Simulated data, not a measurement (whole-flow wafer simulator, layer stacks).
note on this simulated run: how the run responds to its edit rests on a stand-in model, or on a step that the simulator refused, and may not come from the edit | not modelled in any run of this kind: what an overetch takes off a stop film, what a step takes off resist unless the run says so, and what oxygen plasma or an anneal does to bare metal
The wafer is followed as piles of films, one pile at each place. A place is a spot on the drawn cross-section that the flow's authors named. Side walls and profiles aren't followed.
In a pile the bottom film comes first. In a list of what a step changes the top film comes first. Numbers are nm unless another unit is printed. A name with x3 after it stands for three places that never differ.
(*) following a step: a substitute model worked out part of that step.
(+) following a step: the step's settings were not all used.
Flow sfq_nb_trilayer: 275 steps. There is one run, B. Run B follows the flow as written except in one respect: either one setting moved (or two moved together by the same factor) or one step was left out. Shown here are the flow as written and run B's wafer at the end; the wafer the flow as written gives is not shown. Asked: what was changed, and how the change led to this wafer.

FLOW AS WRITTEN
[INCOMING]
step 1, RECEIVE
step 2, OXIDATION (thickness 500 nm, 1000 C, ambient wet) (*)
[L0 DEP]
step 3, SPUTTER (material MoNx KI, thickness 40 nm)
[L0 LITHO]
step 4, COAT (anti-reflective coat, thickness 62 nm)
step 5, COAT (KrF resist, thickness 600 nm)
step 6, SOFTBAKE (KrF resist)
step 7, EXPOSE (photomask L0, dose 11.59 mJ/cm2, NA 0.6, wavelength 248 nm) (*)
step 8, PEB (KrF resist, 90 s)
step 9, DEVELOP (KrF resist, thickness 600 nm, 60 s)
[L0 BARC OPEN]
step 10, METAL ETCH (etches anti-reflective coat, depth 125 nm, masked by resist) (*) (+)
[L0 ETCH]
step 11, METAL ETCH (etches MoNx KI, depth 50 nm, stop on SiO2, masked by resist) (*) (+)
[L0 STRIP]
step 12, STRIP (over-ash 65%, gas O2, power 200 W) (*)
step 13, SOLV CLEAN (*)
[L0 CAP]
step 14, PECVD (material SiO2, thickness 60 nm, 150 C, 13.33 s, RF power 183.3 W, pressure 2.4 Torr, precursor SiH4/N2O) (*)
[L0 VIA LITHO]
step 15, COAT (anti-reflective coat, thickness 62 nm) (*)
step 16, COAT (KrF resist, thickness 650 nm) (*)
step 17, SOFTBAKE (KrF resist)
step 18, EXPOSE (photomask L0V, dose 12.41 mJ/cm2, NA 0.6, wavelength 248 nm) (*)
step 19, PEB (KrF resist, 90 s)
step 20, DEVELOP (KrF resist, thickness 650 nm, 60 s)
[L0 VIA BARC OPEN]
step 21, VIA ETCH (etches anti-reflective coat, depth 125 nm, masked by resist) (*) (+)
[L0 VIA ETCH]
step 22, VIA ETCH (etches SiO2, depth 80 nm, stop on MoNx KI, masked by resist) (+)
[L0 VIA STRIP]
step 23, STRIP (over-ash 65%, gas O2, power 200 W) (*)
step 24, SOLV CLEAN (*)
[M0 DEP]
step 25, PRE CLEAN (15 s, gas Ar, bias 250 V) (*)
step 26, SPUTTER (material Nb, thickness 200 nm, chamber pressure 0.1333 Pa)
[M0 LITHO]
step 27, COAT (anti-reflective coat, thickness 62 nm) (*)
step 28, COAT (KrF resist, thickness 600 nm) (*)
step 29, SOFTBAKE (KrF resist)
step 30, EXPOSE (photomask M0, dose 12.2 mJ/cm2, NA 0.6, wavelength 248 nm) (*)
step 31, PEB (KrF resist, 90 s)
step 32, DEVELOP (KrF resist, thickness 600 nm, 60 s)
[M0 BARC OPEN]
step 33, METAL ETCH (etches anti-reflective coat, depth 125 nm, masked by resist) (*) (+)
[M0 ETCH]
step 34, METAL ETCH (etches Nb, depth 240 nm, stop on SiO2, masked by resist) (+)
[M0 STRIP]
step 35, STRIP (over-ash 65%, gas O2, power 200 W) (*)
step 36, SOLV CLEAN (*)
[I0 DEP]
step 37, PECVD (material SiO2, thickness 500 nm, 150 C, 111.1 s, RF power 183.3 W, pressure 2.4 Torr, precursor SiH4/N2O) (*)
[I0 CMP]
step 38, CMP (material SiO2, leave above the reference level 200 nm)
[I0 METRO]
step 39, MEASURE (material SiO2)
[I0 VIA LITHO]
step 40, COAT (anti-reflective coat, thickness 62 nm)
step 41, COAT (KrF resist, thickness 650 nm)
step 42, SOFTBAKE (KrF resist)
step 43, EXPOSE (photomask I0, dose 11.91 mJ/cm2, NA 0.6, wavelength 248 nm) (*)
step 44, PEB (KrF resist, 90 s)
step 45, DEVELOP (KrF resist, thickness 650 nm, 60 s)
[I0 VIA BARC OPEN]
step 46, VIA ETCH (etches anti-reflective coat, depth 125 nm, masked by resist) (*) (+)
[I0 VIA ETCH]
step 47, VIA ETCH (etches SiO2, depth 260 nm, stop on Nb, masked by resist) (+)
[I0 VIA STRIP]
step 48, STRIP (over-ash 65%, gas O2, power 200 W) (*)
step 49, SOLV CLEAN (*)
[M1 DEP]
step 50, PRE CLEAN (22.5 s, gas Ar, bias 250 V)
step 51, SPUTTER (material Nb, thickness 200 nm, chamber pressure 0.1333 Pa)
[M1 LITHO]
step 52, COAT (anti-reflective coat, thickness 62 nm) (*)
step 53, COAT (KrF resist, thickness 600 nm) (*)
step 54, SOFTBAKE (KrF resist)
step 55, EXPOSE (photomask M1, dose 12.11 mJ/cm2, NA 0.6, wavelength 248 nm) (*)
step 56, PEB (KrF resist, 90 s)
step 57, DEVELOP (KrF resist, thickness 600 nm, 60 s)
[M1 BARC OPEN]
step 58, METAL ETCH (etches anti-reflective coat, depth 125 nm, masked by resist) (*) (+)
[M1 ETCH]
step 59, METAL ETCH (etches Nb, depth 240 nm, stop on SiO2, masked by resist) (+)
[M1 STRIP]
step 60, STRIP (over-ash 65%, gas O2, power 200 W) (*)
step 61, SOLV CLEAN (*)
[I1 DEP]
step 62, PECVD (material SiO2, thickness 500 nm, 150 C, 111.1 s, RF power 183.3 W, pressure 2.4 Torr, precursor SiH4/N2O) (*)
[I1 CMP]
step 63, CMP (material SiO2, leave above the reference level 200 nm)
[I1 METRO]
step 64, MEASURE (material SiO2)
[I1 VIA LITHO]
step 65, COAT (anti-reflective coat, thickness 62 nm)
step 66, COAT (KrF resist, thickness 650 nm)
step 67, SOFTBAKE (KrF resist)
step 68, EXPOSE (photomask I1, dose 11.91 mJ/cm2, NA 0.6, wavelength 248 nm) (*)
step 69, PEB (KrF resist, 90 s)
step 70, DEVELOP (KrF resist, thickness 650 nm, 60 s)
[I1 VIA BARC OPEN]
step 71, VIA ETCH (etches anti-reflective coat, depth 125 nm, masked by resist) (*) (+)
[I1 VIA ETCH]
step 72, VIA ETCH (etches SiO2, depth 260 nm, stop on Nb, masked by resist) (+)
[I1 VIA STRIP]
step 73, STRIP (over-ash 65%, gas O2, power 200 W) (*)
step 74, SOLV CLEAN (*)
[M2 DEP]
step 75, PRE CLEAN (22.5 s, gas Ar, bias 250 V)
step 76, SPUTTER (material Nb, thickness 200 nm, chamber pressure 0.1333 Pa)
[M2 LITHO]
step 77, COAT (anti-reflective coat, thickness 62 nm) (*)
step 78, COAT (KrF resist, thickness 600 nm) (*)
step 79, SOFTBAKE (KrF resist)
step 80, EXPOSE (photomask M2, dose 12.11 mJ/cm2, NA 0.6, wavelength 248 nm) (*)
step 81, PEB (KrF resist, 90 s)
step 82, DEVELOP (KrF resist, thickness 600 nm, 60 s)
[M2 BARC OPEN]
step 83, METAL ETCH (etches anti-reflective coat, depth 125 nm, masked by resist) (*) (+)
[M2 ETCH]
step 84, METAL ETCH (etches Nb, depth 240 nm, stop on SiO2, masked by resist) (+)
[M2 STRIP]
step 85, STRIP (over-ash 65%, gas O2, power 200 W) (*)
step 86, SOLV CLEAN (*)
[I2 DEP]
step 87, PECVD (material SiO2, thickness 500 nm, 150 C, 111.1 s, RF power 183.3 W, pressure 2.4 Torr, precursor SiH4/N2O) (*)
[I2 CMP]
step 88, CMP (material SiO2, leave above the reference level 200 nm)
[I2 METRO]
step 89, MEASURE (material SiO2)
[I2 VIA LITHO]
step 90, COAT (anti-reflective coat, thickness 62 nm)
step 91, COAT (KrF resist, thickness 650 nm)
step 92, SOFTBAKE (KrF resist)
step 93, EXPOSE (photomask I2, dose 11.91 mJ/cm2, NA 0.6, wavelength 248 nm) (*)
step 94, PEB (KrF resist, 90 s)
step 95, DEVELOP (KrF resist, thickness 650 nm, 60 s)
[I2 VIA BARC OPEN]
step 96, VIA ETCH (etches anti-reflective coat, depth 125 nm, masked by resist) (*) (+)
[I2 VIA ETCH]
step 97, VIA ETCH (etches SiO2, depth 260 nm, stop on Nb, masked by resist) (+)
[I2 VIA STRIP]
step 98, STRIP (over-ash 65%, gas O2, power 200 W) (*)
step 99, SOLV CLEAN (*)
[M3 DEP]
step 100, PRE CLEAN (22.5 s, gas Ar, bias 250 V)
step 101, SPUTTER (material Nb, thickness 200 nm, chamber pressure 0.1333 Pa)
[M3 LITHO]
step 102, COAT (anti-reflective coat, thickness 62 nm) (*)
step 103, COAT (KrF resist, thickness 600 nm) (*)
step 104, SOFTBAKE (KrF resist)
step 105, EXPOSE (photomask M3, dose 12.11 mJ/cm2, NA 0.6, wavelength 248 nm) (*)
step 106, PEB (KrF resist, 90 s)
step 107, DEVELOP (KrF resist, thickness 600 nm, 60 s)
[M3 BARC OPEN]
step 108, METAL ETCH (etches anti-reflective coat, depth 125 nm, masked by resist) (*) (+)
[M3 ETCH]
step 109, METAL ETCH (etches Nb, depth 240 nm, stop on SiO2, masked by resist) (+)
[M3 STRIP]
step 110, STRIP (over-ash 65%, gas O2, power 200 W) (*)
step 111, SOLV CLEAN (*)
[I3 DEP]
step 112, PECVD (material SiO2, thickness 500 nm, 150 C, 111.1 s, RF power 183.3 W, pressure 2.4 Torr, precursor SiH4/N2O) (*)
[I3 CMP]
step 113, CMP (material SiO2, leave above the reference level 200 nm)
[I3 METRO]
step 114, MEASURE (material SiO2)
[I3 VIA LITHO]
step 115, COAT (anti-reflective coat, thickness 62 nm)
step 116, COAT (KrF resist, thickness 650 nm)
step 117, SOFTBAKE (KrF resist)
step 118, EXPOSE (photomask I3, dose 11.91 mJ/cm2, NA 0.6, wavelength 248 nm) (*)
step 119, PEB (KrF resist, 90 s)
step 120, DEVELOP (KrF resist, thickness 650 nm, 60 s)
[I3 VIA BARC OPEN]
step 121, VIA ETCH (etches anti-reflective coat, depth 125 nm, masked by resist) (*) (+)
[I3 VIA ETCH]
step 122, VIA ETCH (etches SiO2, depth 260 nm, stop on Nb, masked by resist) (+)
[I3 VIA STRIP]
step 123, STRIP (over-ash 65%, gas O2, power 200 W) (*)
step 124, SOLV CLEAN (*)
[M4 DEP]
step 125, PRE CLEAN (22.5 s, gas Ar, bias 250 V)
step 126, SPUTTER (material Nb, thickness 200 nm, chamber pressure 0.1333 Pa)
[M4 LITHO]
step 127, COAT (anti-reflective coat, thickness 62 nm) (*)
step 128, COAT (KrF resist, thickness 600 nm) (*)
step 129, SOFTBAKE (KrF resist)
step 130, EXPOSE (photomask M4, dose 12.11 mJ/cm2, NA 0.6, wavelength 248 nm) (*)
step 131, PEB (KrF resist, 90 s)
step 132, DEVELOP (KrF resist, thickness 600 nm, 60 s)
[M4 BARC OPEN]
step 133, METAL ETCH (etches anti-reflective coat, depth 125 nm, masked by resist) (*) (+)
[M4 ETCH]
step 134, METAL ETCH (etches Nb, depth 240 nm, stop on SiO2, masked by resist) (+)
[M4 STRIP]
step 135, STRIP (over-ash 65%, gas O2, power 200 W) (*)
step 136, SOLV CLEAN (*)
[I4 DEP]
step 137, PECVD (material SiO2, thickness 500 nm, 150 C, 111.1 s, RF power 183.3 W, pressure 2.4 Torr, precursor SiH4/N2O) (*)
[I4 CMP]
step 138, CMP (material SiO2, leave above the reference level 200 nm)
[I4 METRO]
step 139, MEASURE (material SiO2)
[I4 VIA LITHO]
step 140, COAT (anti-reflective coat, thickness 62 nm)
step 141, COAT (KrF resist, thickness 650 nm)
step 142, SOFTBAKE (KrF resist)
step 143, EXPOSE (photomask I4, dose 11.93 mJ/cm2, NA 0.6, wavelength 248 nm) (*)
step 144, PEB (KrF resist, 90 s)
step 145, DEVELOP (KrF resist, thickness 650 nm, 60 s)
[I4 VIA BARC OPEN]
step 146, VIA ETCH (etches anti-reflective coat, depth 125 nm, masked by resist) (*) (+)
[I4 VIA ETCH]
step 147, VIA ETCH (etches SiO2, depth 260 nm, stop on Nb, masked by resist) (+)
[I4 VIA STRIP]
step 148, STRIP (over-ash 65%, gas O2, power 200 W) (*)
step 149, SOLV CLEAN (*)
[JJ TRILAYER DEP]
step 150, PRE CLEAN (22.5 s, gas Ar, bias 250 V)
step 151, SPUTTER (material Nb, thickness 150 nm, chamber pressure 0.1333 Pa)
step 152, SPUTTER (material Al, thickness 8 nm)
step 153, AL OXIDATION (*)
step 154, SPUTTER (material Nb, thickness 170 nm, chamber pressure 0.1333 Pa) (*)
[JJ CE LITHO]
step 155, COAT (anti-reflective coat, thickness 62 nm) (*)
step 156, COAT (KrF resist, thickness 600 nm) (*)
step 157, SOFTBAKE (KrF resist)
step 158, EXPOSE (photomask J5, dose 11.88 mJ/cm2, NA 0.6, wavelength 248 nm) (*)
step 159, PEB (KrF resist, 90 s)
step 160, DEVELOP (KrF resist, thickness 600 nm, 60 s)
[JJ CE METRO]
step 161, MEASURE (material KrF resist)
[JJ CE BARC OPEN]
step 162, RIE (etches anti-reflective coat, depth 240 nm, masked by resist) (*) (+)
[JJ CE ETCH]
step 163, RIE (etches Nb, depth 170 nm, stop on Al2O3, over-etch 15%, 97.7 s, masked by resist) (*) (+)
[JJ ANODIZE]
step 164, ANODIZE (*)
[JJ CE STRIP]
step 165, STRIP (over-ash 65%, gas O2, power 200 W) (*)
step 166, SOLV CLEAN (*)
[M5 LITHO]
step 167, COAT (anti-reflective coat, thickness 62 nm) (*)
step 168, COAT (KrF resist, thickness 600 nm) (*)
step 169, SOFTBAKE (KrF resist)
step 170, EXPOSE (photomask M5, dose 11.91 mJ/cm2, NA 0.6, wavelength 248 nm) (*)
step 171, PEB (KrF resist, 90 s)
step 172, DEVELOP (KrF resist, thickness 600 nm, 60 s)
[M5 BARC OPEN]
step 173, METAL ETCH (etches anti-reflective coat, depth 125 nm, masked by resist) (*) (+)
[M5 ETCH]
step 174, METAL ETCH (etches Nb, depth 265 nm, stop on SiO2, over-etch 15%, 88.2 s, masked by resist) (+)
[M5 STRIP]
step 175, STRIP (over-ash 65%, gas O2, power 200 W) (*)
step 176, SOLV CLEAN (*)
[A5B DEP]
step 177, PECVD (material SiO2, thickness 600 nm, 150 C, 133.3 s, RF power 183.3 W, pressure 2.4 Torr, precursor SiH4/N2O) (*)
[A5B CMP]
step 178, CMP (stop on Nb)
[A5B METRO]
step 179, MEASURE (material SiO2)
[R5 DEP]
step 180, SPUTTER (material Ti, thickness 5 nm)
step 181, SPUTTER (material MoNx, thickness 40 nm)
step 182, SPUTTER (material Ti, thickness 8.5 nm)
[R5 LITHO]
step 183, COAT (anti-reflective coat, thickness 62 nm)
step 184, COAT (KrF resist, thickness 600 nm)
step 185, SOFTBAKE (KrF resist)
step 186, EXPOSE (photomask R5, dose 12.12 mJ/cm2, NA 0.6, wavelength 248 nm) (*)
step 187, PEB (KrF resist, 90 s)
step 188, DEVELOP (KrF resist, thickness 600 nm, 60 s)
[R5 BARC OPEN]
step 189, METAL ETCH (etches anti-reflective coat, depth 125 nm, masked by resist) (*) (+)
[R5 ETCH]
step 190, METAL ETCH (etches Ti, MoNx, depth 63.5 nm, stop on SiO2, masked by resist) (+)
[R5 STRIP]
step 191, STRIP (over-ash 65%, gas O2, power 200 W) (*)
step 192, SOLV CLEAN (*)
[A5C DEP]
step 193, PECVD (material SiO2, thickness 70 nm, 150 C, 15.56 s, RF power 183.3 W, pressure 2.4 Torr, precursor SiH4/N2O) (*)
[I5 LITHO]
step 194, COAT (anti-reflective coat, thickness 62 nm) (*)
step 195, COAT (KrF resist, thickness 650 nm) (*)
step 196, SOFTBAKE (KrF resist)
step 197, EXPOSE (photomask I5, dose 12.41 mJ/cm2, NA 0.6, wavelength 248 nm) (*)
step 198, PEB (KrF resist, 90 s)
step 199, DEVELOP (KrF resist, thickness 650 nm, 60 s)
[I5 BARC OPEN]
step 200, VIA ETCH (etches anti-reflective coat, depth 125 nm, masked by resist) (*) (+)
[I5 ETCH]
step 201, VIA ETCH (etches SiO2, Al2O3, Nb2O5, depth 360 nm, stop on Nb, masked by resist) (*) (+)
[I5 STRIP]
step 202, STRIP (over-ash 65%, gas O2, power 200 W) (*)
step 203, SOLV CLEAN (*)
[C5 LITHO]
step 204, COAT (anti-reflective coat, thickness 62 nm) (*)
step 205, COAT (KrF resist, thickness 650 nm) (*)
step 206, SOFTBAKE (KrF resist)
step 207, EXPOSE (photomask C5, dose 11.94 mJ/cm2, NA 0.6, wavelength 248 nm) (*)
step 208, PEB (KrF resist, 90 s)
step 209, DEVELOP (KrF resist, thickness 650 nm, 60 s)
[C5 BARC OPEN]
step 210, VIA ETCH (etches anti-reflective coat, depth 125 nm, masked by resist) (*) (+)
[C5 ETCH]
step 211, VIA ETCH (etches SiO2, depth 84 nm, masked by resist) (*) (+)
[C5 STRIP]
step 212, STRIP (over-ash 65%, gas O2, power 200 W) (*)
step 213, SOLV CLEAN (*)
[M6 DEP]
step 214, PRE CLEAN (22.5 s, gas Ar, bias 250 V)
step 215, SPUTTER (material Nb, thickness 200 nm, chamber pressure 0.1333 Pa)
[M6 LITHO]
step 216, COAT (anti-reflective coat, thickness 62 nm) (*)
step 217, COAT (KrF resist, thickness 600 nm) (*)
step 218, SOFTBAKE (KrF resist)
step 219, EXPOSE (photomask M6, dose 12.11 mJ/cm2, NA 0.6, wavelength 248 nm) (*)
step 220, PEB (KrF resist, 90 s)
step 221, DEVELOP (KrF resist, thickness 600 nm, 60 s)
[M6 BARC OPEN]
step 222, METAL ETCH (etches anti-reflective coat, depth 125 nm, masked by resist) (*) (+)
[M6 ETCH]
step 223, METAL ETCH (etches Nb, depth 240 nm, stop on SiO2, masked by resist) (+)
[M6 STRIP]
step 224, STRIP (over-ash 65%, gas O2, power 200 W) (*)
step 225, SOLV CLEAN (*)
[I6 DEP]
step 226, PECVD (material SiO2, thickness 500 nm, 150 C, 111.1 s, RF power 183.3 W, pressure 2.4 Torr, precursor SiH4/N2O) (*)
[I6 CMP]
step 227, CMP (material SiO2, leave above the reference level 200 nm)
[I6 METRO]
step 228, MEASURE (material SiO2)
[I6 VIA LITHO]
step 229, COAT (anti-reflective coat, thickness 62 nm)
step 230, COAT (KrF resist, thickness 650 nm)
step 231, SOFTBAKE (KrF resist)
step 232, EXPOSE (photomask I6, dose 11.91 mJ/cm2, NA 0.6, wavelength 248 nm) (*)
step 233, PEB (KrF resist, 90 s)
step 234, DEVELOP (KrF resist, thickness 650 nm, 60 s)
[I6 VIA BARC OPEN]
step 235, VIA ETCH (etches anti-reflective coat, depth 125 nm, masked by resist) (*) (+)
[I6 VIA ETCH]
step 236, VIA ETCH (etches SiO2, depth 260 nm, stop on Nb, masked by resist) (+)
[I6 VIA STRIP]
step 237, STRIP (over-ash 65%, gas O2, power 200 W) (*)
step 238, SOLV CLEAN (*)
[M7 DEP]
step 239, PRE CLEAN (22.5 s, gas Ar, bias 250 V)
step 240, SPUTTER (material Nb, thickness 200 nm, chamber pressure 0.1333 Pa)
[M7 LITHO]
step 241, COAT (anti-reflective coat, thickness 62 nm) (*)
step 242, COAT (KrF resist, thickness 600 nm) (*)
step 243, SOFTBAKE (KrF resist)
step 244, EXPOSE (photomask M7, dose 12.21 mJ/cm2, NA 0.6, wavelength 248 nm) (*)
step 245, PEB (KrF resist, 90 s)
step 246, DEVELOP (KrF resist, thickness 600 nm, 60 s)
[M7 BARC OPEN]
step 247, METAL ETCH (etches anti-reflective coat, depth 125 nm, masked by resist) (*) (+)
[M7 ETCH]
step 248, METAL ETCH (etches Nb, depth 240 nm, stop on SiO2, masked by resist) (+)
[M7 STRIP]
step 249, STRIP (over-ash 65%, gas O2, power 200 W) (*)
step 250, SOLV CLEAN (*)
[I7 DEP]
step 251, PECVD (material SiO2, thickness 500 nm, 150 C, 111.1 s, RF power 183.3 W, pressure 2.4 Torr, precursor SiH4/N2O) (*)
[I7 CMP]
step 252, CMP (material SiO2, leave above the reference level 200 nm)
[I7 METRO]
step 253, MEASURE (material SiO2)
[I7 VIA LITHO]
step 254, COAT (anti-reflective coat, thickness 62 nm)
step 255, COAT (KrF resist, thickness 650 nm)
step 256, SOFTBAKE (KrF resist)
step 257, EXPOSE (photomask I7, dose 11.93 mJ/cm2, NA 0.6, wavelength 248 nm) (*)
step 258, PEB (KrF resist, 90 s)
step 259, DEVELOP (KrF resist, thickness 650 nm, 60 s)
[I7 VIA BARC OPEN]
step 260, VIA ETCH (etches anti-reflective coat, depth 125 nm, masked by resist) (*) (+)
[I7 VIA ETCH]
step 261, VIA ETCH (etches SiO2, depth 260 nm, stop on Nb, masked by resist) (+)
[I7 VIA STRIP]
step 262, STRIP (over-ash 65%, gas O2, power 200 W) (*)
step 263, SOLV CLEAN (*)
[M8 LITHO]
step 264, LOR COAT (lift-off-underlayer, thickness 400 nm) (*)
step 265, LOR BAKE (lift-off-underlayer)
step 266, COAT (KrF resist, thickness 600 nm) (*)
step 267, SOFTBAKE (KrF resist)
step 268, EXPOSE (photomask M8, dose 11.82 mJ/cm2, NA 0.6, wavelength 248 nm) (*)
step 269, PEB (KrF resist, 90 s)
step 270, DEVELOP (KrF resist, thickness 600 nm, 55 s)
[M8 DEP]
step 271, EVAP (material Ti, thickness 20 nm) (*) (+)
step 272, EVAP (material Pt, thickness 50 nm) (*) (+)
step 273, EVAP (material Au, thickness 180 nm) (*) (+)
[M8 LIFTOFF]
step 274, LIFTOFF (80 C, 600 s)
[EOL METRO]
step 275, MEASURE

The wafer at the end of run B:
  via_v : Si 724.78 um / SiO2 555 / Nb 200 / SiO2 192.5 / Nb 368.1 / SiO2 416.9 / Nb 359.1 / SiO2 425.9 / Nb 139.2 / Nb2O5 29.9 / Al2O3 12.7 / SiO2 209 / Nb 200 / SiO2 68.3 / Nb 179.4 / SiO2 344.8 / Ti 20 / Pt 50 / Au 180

The reason: step 236, VIA ETCH: depth 124 nm was run, whereas the flow has depth 260 nm.

The path from the change to this, step by step:
  step 236, VIA ETCH (etches SiO2, depth 260 nm, stop on Nb, masked by resist) (+)
      via_v: -124 SiO2 (in the flow as written it would be: -199.8 SiO2 (all of it))
      field_l, v_sur, via_wl and 102 more: -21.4 KrF resist (in the flow as written it would be: -44.8 KrF resist)
  step 237, STRIP (over-ash 65%, gas O2, power 200 W) (*)
      field_l, v_sur, via_wl and 102 more: -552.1 KrF resist (all of it), -62 anti-reflective coat (all of it) (in the flow as written it would be: -528.6 KrF resist (all of it), -62 anti-reflective coat (all of it))
  step 239, PRE CLEAN (22.5 s, gas Ar, bias 250 V)
      via_v: -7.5 SiO2 (in the flow as written it would be: -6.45 Nb)
  step 240, SPUTTER (material Nb, thickness 200 nm, chamber pressure 0.1333 Pa)
      via_v: +179.4 Nb (new film) (in the flow as written it would be: +161.1 Nb)
  step 241, COAT (anti-reflective coat, thickness 62 nm) (*)
      via_sp: +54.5 anti-reflective coat (new film) (in the flow as written it would be: +53.1 anti-reflective coat (new film))
      via_v: +108.2 anti-reflective coat (new film) (in the flow as written it would be: +126 anti-reflective coat (new film))
      (also at 1 further place)
  step 242, COAT (KrF resist, thickness 600 nm) (*)
      via_v: +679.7 KrF resist (new film) (in the flow as written it would be: +742.5 KrF resist (new film))
  step 249, STRIP (over-ash 65%, gas O2, power 200 W) (*)
      via_sp: -378.9 KrF resist (all of it), -54.5 anti-reflective coat (all of it) (in the flow as written it would be: -373.6 KrF resist (all of it), -53.1 anti-reflective coat (all of it))
      via_v: -461.8 KrF resist (all of it), -108.2 anti-reflective coat (all of it) (in the flow as written it would be: -524.5 KrF resist (all of it), -126 anti-reflective coat (all of it))
      (also at 1 further place)
  step 251, PECVD (material SiO2, thickness 500 nm, 150 C, 111.1 s, RF power 183.3 W, pressure 2.4 Torr, precursor SiH4/N2O) (*)
      via_v: +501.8 SiO2 (new film) (in the flow as written it would be: +621 SiO2 (new film))
  step 252, CMP (material SiO2, leave above the reference level 200 nm)
      via_v: -157.1 SiO2 (in the flow as written it would be: -183.1 SiO2)
If metal films that touch count as one body, via_v has 7 bodies (between them, from the top down: SiO2 344.8; SiO2 68.3; SiO2 209 / Al2O3 12.7 / Nb2O5 29.9; SiO2 425.9; SiO2 416.9; SiO2 192.5); the flow as written gives 6 bodies (between them, from the top down: SiO2 437.8; SiO2 209 / Al2O3 12.7 / Nb2O5 29.9; SiO2 425.9; SiO2 416.9; SiO2 192.5).
